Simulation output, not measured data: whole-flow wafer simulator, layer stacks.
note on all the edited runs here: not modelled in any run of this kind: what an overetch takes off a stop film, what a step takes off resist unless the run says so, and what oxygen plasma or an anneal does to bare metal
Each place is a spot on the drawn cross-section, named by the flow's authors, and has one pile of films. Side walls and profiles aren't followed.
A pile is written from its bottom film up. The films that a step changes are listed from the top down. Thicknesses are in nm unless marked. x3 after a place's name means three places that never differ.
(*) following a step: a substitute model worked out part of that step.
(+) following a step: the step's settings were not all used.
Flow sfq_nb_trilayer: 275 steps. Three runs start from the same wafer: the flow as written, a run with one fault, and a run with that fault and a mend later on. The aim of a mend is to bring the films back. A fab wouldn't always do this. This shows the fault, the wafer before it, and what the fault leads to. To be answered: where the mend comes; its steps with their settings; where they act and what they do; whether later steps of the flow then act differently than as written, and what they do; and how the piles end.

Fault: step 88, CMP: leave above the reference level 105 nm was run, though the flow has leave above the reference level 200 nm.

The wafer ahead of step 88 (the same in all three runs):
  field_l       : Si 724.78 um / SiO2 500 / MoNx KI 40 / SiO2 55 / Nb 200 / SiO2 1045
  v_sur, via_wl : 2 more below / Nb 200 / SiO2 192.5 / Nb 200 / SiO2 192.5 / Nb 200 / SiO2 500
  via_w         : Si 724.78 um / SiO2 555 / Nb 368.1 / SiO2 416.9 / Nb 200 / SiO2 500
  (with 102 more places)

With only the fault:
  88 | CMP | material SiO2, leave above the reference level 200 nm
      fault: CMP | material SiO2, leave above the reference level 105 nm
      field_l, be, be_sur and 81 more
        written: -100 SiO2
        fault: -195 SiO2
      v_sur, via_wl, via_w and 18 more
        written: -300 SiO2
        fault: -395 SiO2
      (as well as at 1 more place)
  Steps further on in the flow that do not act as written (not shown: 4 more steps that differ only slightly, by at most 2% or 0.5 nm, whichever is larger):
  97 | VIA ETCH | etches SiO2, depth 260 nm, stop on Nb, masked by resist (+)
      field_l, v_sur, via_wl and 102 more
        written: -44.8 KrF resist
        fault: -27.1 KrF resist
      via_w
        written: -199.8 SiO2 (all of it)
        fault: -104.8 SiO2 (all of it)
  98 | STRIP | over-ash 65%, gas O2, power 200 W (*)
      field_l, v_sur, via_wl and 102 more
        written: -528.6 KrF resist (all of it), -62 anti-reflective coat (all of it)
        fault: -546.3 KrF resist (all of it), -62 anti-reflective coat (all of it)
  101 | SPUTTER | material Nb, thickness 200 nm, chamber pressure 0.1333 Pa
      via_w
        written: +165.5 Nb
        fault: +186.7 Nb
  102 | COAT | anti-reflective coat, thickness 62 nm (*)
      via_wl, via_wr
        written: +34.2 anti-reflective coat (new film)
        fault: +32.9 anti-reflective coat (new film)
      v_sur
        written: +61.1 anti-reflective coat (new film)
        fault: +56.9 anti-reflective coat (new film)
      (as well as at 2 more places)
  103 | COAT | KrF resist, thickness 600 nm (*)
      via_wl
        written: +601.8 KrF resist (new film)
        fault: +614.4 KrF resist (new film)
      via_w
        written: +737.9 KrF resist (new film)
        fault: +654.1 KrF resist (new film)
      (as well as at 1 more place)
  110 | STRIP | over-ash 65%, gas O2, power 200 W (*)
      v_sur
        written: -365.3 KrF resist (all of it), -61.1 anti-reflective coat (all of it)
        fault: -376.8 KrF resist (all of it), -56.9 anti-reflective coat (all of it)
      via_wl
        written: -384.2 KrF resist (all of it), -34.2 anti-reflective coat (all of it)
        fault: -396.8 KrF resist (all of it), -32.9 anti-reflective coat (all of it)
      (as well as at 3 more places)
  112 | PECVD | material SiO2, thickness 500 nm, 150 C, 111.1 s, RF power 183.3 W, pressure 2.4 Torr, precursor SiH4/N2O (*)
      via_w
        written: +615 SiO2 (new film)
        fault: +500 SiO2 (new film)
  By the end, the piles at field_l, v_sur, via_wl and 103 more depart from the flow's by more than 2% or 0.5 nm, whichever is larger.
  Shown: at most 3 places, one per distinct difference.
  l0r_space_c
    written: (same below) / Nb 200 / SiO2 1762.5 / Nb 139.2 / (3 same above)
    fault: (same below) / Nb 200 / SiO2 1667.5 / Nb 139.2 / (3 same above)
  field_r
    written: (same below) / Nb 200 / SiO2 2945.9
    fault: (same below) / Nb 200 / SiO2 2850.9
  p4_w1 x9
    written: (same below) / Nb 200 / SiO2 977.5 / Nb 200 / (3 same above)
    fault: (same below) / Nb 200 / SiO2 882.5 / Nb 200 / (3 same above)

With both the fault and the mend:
  The mend stands after step 95.
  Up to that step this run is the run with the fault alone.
  95a | STRIP | over-ash 65%, gas O2, power 200 W (*)
      field_l, v_sur, via_wl and 102 more
        -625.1 KrF resist (all of it), -62 anti-reflective coat (all of it)
      via_w
        -62 anti-reflective coat (all of it)
  95b | PECVD | material SiO2, thickness 95 nm, 150 C, 21.11 s, RF power 183.3 W, pressure 2.4 Torr, precursor SiH4/N2O (the flow's step 87 again, with other settings)
      field_l, v_sur, via_wl and 103 more
        +95 SiO2
  95c | COAT | anti-reflective coat, thickness 62 nm (the flow's step 90 again)
      field_l, v_sur, via_wl and 103 more
        +62 anti-reflective coat (new film)
  95d | COAT | KrF resist, thickness 650 nm (the flow's step 91 again)
      field_l, v_sur, via_wl and 103 more
        +650 KrF resist (new film)
  95e | SOFTBAKE | KrF resist (the flow's step 92 again)
      leaves every film unchanged at each place that is followed
  95f | EXPOSE | photomask I2, dose 11.91 mJ/cm2, NA 0.6, wavelength 248 nm (*) (the flow's step 93 again)
      leaves every film unchanged at each place that is followed
  95g | PEB | KrF resist, 90 s (the flow's step 94 again)
      field_l, v_sur, via_wl and 103 more
        -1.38 KrF resist
  95h | DEVELOP | KrF resist, thickness 650 nm, 60 s (the flow's step 95 again)
      field_l, v_sur, via_wl and 102 more
        -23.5 KrF resist
      via_w
        -648.6 KrF resist (all of it)
  Later steps of the flow that are run all act as written at every place that is followed.
  By the end, the piles equal the flow's at every place that both follow.
